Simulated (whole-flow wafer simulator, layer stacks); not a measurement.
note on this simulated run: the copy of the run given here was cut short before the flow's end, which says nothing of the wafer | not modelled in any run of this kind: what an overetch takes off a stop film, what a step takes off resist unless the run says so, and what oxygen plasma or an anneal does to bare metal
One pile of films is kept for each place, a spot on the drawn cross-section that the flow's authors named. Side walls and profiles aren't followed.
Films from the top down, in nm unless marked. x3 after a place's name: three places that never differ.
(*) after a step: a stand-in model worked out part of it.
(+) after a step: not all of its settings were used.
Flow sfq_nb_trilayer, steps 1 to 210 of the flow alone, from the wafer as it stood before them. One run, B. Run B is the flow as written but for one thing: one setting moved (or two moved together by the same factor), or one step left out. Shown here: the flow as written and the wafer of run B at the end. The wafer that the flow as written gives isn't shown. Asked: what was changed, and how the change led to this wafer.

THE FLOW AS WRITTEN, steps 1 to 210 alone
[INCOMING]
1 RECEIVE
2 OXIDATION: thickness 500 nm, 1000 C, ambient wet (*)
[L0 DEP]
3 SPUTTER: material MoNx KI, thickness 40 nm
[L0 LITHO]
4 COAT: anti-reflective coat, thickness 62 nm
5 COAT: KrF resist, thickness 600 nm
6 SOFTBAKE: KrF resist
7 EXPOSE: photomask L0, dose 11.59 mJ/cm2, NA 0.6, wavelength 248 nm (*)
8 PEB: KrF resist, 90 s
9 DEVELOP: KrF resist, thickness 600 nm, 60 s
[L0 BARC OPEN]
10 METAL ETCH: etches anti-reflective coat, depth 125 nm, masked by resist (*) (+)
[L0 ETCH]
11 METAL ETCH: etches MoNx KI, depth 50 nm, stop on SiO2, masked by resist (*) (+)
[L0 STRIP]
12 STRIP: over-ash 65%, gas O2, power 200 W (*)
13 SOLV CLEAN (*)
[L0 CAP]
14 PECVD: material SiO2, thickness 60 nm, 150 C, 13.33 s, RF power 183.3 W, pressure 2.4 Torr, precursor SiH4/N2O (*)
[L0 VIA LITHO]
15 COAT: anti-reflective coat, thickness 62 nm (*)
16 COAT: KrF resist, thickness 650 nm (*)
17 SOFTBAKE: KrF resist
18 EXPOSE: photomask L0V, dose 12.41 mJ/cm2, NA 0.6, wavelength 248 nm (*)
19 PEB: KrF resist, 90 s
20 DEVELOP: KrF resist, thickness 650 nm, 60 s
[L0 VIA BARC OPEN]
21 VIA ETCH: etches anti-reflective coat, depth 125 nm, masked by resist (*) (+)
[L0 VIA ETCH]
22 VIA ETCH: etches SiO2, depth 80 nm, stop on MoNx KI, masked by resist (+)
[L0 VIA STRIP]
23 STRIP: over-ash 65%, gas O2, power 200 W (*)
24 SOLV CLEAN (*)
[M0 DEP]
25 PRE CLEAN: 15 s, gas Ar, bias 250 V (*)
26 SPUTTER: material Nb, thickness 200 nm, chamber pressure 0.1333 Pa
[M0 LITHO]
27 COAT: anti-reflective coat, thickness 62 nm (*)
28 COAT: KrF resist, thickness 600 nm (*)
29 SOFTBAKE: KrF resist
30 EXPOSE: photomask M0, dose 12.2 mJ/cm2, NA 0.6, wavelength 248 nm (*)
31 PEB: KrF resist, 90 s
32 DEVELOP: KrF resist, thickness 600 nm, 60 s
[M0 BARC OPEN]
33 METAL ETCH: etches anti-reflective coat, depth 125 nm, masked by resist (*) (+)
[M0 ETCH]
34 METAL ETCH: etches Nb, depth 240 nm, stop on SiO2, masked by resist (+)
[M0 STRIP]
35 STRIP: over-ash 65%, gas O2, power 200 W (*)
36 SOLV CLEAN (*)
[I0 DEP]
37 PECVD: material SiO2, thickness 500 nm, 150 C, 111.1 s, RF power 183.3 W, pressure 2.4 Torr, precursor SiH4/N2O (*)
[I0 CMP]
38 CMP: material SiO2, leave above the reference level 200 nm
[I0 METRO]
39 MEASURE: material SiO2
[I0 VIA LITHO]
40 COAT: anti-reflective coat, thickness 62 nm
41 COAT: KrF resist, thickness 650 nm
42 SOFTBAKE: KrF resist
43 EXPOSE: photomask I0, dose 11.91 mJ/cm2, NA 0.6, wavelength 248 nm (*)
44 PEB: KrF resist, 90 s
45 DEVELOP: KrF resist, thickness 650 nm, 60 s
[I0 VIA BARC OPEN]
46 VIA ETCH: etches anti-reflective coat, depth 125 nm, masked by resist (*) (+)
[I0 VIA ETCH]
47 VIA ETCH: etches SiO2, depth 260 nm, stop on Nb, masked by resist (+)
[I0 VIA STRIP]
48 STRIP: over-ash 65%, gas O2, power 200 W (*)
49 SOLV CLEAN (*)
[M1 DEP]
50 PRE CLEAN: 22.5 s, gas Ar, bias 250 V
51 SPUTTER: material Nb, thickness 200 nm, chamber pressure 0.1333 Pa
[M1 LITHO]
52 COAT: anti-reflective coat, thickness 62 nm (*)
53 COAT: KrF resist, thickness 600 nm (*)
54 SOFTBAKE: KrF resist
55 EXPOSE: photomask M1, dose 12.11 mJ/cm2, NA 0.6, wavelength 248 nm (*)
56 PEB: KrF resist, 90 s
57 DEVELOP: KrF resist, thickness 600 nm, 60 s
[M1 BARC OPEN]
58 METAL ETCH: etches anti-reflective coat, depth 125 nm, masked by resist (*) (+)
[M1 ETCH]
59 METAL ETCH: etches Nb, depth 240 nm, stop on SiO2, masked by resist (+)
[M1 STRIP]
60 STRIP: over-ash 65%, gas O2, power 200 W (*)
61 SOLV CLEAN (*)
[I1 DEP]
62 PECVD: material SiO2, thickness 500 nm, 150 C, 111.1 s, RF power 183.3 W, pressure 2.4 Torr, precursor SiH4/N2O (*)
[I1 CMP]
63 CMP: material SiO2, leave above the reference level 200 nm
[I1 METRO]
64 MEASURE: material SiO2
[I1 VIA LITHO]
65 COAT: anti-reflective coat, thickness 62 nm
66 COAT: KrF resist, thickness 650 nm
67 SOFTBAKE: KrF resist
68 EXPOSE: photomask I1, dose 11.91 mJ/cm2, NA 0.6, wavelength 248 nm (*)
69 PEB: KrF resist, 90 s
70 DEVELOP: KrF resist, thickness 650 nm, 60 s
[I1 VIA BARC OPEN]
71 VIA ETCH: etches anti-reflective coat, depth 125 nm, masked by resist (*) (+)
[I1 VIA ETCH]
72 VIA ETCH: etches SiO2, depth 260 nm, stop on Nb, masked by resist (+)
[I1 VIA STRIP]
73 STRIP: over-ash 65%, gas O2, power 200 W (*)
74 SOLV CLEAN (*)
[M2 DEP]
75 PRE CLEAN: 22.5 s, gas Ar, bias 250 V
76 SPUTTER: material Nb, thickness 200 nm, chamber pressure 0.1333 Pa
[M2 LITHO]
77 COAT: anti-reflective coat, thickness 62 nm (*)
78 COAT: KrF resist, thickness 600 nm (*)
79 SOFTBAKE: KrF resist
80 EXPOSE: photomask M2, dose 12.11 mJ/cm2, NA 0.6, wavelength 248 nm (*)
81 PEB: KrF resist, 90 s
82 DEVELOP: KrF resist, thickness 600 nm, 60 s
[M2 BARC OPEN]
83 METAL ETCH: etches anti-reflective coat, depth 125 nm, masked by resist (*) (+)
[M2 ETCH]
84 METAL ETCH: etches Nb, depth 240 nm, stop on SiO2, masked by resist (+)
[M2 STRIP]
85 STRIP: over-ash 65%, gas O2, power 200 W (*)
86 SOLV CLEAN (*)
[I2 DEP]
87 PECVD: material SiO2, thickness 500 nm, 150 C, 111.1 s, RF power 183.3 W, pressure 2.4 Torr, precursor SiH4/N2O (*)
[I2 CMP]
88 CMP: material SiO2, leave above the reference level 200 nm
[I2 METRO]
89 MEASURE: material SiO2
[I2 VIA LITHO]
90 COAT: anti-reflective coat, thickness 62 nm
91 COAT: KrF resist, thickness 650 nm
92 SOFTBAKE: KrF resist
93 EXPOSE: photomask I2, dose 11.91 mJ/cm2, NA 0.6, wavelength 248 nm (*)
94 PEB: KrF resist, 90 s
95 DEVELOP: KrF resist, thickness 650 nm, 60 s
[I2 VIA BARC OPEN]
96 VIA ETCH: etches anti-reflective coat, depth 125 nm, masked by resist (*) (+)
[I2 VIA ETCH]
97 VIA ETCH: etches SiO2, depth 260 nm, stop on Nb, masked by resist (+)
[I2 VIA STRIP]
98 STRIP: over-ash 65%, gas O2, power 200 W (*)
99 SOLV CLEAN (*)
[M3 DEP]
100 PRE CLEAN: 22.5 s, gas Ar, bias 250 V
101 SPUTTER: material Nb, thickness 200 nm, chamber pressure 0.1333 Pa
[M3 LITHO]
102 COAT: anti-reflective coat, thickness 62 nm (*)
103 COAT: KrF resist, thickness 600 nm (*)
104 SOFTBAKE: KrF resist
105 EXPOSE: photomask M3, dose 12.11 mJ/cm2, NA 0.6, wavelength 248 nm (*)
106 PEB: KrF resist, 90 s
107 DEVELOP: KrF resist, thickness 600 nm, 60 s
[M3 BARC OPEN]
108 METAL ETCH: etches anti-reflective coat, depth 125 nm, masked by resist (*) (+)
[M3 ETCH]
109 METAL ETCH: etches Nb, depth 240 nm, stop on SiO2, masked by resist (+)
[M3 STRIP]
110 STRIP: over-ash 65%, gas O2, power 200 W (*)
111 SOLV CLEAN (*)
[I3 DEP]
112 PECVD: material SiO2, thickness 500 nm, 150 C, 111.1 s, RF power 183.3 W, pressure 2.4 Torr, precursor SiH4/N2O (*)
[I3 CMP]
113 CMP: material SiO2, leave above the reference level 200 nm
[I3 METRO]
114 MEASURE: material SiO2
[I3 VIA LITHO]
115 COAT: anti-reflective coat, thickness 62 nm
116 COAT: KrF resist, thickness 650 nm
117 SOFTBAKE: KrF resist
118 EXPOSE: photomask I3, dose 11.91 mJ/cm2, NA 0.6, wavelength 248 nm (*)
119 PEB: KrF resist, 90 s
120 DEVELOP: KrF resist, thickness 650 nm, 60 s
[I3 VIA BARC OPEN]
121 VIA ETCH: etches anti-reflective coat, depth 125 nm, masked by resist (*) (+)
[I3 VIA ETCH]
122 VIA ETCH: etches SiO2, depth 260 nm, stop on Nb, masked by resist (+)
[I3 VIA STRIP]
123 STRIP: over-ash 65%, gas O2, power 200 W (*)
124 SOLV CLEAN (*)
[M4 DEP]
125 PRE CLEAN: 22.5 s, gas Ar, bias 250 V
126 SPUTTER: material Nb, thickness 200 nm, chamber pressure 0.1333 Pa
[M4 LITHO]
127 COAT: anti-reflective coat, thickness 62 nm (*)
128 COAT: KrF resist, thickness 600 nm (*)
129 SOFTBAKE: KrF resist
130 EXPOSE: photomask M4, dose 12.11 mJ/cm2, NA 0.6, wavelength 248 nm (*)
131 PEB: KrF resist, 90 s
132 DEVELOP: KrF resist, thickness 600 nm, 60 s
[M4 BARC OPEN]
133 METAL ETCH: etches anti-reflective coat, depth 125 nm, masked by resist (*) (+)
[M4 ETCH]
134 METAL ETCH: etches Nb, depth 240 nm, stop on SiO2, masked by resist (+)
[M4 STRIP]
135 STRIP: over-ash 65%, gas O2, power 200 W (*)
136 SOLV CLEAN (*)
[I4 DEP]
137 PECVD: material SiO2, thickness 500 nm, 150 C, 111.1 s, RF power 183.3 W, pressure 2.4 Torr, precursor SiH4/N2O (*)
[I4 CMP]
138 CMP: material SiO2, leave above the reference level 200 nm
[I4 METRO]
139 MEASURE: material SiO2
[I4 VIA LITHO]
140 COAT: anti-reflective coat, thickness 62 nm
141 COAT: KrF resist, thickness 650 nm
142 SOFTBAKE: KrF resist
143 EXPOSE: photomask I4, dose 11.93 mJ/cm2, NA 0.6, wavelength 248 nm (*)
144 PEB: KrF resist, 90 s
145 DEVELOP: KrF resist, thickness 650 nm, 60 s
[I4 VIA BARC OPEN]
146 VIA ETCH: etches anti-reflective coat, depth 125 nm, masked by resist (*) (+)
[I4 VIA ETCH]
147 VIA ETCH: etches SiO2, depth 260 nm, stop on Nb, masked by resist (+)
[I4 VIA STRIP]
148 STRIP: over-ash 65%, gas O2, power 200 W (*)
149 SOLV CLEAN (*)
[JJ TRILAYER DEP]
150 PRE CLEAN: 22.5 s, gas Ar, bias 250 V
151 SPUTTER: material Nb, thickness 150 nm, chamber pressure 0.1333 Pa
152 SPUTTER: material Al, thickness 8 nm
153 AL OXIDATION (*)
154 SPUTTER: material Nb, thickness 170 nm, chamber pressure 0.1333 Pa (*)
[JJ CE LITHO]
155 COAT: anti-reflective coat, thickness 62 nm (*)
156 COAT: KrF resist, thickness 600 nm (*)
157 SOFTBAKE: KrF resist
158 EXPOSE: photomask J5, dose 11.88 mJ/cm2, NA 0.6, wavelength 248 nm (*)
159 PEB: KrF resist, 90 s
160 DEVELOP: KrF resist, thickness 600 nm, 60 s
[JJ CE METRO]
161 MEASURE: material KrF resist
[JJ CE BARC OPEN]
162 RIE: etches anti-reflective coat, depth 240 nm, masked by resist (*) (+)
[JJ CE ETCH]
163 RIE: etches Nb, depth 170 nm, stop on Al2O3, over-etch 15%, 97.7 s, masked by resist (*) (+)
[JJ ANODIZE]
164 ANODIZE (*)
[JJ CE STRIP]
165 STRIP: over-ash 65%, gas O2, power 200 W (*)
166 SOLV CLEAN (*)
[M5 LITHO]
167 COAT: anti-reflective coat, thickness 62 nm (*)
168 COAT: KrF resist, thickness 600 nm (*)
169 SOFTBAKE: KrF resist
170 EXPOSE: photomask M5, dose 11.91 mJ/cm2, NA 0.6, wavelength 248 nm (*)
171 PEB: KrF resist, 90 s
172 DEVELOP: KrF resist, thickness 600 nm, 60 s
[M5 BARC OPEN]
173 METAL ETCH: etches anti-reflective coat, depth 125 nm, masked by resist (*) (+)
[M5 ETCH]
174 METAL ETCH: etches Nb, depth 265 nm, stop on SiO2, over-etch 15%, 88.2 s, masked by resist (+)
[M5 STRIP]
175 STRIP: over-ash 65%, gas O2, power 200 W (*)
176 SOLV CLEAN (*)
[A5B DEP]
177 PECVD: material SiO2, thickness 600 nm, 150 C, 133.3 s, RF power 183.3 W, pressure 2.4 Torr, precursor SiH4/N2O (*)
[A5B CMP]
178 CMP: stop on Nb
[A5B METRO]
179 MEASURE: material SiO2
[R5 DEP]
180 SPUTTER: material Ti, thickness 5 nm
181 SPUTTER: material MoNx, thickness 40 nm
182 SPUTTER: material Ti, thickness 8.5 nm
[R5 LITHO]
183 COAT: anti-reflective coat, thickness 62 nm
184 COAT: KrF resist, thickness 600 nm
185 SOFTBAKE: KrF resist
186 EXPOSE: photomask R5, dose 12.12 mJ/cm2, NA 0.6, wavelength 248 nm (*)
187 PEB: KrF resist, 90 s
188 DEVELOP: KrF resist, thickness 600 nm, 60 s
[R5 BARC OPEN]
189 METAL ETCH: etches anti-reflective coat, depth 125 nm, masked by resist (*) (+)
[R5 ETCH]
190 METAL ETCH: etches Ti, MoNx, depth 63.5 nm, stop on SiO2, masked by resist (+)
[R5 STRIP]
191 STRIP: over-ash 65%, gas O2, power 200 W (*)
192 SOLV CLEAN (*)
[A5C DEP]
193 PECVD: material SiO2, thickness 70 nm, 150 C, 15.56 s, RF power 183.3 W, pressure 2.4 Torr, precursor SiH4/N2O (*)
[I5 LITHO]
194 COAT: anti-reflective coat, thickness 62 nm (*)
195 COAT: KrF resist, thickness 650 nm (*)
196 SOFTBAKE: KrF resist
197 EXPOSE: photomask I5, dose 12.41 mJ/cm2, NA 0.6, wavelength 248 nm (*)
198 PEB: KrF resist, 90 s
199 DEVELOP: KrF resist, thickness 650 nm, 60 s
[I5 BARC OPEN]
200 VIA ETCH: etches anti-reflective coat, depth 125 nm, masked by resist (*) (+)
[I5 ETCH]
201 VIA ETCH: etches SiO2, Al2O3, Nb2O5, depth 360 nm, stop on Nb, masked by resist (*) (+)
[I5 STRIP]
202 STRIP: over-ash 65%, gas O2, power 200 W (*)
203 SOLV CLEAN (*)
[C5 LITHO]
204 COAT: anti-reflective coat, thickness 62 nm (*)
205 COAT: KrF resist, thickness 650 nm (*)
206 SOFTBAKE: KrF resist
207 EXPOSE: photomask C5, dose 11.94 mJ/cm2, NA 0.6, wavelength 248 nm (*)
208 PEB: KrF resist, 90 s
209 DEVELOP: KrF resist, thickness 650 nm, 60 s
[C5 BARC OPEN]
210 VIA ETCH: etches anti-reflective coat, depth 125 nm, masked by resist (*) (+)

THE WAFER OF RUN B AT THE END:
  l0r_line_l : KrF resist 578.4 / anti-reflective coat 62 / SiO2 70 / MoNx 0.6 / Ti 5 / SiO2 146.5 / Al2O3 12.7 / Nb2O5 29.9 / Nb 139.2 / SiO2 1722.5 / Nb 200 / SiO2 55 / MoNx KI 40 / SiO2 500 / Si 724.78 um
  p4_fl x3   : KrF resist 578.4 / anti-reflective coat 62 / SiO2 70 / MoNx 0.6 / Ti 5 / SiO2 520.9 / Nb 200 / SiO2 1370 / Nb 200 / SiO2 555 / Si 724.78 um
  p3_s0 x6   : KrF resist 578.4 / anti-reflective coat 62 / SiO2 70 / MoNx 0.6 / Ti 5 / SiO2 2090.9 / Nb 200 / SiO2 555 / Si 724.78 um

The cause: step 181, SPUTTER: thickness 55.6 nm was run, where the flow has thickness 40 nm.

How the change led to this, step by step:
  181 SPUTTER: material MoNx, thickness 40 nm
      field_l, v_sur, via_wl and 103 more: MoNx +55.6 (new film) (as written it would be: MoNx +40 (new film))
  190 METAL ETCH: etches Ti, MoNx, depth 63.5 nm, stop on SiO2, masked by resist (+)
      field_l, v_sur, via_wl and 92 more: Ti -8.5 (all of it), MoNx -55 (as written it would be: Ti -8.5 (all of it), MoNx -40 (all of it), Ti -5 (all of it))
      ce_l, c5j, ce_r, wl_jj: Ti -8.5 (all of it), MoNx -55 (as written it would be: Ti -8.5 (all of it), MoNx -40 (all of it), Ti -5 (all of it), Nb -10)
  193 PECVD: material SiO2, thickness 70 nm, 150 C, 15.56 s, RF power 183.3 W, pressure 2.4 Torr, precursor SiH4/N2O (*)
      field_l, v_sur, via_wl and 92 more: SiO2 +70 (new film) (as written it would be: SiO2 +70)
  194 COAT: anti-reflective coat, thickness 62 nm (*)
      wl_j_sl, wl_j_sr: anti-reflective coat +62 (new film) (as written it would be: anti-reflective coat +60.2 (new film))
      r5r_spacepad_l, r5r_spacepad_r: anti-reflective coat +88.7 (new film) (as written it would be: anti-reflective coat +84.4 (new film))
      (and at 12 more places)
  201 VIA ETCH: etches SiO2, Al2O3, Nb2O5, depth 360 nm, stop on Nb, masked by resist (*) (+)
      be: SiO2 -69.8 (all of it), MoNx -0.6 (all of it), Ti -5 (all of it), SiO2 -146.5 (all of it), Al2O3 -12.7 (all of it), Nb2O5 -29.9 (all of it) (as written it would be: SiO2 -216.4 (all of it), Al2O3 -12.7 (all of it), Nb2O5 -29.9 (all of it))
  202 STRIP: over-ash 65%, gas O2, power 200 W (*)
      wl_j_sl, wl_j_sr: KrF resist -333 (all of it), anti-reflective coat -62 (all of it) (as written it would be: KrF resist -333.3 (all of it), anti-reflective coat -60.2 (all of it))
      r5r_spacepad_l, r5r_spacepad_r: KrF resist -336 (all of it), anti-reflective coat -88.7 (all of it) (as written it would be: KrF resist -335.6 (all of it), anti-reflective coat -84.4 (all of it))
      (and at 12 more places)
  204 COAT: anti-reflective coat, thickness 62 nm (*)
      wl_j_sl, wl_j_sr: anti-reflective coat +62 (new film) (as written it would be: anti-reflective coat +60.2 (new film))
      r5r_spacepad_l, r5r_spacepad_r: anti-reflective coat +88.7 (new film) (as written it would be: anti-reflective coat +84.4 (new film))
      (and at 12 more places)
  210 VIA ETCH: etches anti-reflective coat, depth 125 nm, masked by resist (*) (+)
      c5j: anti-reflective coat -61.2 (all of it), SiO2 -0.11 (as written it would be: anti-reflective coat -63.9 (all of it), SiO2 -0.11)
Counting metal films that touch as one body, l0r_line_l has 4 bodies (between them, from the top down: SiO2 146.5 / Al2O3 12.7 / Nb2O5 29.9; SiO2 1722.5; SiO2 55); the flow as written gives 3 bodies (between them, from the top down: SiO2 1722.5; SiO2 55).
Counting metal films that touch as one body, p4_fl x3 has 3 bodies (between them, from the top down: SiO2 520.9; SiO2 1370); the flow as written gives 2 bodies (between them, from the top down: SiO2 1370).
Counting metal films that touch as one body, p3_s0 x6 has 2 bodies (between them, from the top down: SiO2 2090.9); the flow as written gives 1 body.
